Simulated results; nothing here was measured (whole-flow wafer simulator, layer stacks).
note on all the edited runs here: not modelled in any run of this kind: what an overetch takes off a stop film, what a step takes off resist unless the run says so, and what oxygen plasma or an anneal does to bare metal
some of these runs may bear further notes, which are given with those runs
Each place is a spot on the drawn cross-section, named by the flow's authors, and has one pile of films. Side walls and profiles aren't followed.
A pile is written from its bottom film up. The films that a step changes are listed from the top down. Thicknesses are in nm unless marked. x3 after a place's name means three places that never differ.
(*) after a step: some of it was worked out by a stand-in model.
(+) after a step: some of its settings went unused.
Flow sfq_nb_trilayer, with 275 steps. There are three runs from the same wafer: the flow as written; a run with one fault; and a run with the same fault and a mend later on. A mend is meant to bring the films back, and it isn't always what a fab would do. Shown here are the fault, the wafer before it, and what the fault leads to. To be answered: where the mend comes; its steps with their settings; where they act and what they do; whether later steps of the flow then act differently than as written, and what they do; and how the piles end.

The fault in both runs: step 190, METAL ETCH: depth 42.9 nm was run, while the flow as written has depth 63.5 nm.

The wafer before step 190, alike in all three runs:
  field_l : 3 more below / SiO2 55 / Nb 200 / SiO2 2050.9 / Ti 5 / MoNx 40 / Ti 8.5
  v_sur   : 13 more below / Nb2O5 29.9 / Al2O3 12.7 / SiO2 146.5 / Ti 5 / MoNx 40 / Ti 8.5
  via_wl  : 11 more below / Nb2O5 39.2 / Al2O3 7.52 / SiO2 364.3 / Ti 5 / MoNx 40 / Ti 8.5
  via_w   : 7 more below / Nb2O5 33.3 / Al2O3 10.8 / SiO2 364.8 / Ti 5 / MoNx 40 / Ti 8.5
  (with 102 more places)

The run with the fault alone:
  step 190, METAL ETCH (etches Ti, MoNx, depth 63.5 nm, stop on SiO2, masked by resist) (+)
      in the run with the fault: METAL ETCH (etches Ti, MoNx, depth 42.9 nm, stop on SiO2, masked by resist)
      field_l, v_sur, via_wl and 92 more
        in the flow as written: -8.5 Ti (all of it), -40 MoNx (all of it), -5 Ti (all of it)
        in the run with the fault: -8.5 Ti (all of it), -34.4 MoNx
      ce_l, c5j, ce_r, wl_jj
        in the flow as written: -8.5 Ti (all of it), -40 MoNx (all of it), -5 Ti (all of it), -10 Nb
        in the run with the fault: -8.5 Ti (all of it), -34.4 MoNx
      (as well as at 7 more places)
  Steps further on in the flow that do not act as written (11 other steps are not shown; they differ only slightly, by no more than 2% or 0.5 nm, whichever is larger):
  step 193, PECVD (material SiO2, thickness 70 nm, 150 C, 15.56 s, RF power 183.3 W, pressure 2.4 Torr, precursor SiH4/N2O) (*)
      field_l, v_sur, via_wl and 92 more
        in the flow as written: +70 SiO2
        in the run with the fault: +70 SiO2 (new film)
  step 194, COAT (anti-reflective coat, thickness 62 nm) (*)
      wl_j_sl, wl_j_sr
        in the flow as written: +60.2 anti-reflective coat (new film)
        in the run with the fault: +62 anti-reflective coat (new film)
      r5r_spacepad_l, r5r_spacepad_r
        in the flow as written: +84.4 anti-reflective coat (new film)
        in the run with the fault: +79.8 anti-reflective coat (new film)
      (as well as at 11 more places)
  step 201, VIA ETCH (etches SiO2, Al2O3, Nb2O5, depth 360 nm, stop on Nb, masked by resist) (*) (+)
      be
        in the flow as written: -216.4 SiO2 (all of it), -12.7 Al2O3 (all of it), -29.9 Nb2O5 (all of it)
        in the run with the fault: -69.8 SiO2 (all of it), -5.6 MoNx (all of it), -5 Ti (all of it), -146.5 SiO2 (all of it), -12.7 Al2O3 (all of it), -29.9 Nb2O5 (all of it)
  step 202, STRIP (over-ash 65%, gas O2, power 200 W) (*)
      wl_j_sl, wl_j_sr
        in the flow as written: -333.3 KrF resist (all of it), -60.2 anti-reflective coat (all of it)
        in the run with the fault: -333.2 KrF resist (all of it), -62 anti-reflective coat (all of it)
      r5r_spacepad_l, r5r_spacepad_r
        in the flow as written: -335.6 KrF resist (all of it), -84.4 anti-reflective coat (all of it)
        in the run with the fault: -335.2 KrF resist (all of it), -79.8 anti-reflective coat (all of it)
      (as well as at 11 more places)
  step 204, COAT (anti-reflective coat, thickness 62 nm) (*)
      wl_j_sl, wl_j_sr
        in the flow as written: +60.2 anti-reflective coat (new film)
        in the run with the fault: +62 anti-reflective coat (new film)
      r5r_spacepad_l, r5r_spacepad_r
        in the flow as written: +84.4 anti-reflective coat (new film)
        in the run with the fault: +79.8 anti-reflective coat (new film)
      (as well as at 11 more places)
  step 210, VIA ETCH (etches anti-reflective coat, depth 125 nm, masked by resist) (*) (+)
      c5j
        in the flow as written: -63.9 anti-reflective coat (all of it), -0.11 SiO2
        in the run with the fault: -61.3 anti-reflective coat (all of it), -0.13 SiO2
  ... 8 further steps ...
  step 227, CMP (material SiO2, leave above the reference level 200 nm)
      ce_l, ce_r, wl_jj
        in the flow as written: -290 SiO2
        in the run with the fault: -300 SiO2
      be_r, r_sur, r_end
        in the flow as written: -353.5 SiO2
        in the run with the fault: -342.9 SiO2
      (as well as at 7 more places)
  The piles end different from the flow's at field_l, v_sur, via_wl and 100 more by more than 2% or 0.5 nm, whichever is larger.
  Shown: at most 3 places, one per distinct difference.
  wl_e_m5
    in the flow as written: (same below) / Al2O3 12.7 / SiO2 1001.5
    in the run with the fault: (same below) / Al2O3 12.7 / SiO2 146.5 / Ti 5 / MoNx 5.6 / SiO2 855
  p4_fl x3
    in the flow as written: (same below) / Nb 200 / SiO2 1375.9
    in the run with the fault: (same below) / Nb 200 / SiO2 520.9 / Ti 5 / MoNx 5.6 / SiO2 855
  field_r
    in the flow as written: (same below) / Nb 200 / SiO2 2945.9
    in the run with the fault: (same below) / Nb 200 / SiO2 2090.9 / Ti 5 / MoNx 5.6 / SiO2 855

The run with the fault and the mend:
  The mend stands after step 190.
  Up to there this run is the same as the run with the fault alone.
  step 190a, METAL ETCH (etches Ti, MoNx, depth 20.6 nm, stop on SiO2, masked by resist) (+) (the flow's step 190 again, with other settings)
      field_l, v_sur, via_wl and 92 more
        -5.6 MoNx (all of it), -5 Ti (all of it)
      be_r, r_sur, res, r_end, r5r_line_l, r5r_line_c, r5r_line_r
        -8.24 KrF resist
      ce_l, c5j, ce_r, wl_jj
        -5.6 MoNx (all of it), -5 Ti (all of it), -10 Nb
  None of the later steps of the flow acts differently than as written at any place that is followed.
  The piles end the same as the flow's at every place that both follow.
